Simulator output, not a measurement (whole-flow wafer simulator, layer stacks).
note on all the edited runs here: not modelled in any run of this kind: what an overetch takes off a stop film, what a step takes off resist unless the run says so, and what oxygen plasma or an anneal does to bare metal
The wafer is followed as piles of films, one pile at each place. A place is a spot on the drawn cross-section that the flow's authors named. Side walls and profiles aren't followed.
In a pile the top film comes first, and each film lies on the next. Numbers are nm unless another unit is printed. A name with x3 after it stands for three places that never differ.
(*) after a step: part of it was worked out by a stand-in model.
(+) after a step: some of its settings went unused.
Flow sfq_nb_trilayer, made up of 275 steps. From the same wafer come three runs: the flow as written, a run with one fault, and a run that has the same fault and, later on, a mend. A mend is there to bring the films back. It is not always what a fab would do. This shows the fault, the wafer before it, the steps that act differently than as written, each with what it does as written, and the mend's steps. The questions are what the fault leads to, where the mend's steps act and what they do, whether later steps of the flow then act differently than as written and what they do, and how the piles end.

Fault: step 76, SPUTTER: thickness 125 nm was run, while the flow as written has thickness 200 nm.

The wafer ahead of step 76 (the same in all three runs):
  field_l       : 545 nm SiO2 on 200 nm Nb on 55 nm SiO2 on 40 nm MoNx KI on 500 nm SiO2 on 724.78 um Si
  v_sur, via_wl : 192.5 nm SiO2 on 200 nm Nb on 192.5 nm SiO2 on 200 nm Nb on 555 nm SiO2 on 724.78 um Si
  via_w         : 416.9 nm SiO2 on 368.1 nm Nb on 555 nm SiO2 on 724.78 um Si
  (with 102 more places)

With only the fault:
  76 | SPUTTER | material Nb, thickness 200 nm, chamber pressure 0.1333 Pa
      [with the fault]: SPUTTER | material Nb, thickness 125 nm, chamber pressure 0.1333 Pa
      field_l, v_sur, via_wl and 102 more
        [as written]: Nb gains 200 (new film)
        [with the fault]: Nb gains 125 (new film)
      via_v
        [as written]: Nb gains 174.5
        [with the fault]: Nb gains 109.9
  Steps further on in the flow that do not act as written (4 more steps, not shown, differ only slightly: by at most 2% or 0.5 nm, whichever is larger):
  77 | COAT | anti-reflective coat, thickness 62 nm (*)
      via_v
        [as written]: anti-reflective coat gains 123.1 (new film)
        [with the fault]: anti-reflective coat gains 119.8 (new film)
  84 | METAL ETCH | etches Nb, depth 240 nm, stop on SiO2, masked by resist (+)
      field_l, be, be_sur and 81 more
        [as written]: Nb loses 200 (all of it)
        [with the fault]: Nb loses 125 (all of it)
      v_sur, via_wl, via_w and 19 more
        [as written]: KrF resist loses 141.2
        [with the fault]: KrF resist loses 110.3
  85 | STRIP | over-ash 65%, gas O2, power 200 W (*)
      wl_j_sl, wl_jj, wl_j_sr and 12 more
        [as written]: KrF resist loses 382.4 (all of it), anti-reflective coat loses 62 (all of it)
        [with the fault]: KrF resist loses 413.3 (all of it), anti-reflective coat loses 62 (all of it)
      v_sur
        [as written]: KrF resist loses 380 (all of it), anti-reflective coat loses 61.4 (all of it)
        [with the fault]: KrF resist loses 411 (all of it), anti-reflective coat loses 61.4 (all of it)
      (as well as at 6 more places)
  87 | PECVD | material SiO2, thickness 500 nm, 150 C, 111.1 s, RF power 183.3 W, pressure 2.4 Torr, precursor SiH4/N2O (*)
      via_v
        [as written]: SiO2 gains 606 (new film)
        [with the fault]: SiO2 gains 587.6 (new film)
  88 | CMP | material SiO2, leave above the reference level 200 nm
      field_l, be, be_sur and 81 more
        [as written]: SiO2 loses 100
        [with the fault]: SiO2 loses 175
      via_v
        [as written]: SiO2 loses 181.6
        [with the fault]: SiO2 loses 173.5
  By the end, the piles at field_l, v_sur, via_wl and 103 more depart from the flow's by more than 2% or 0.5 nm, whichever is larger.
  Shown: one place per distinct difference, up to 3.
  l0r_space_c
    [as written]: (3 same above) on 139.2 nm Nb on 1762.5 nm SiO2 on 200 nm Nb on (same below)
    [with the fault]: (3 same above) on 139.2 nm Nb on 1687.5 nm SiO2 on 200 nm Nb on (same below)
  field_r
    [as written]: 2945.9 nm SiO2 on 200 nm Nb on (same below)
    [with the fault]: 2870.9 nm SiO2 on 200 nm Nb on (same below)
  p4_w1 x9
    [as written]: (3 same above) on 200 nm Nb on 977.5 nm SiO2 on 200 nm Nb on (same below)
    [with the fault]: (3 same above) on 200 nm Nb on 902.5 nm SiO2 on 200 nm Nb on (same below)

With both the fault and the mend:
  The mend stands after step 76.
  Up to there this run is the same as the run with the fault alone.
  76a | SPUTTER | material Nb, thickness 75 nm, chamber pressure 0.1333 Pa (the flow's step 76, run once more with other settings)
      field_l, v_sur, via_wl and 102 more
        Nb gains 75
      via_v
        Nb gains 60.5
  Every later step of the flow that is run acts as written, at every place that is followed, to within 2% or 0.5 nm, whichever is larger.
  At the end the piles are close to the flow's at the places that both follow, differing by at most 2% or 0.5 nm, whichever is larger.
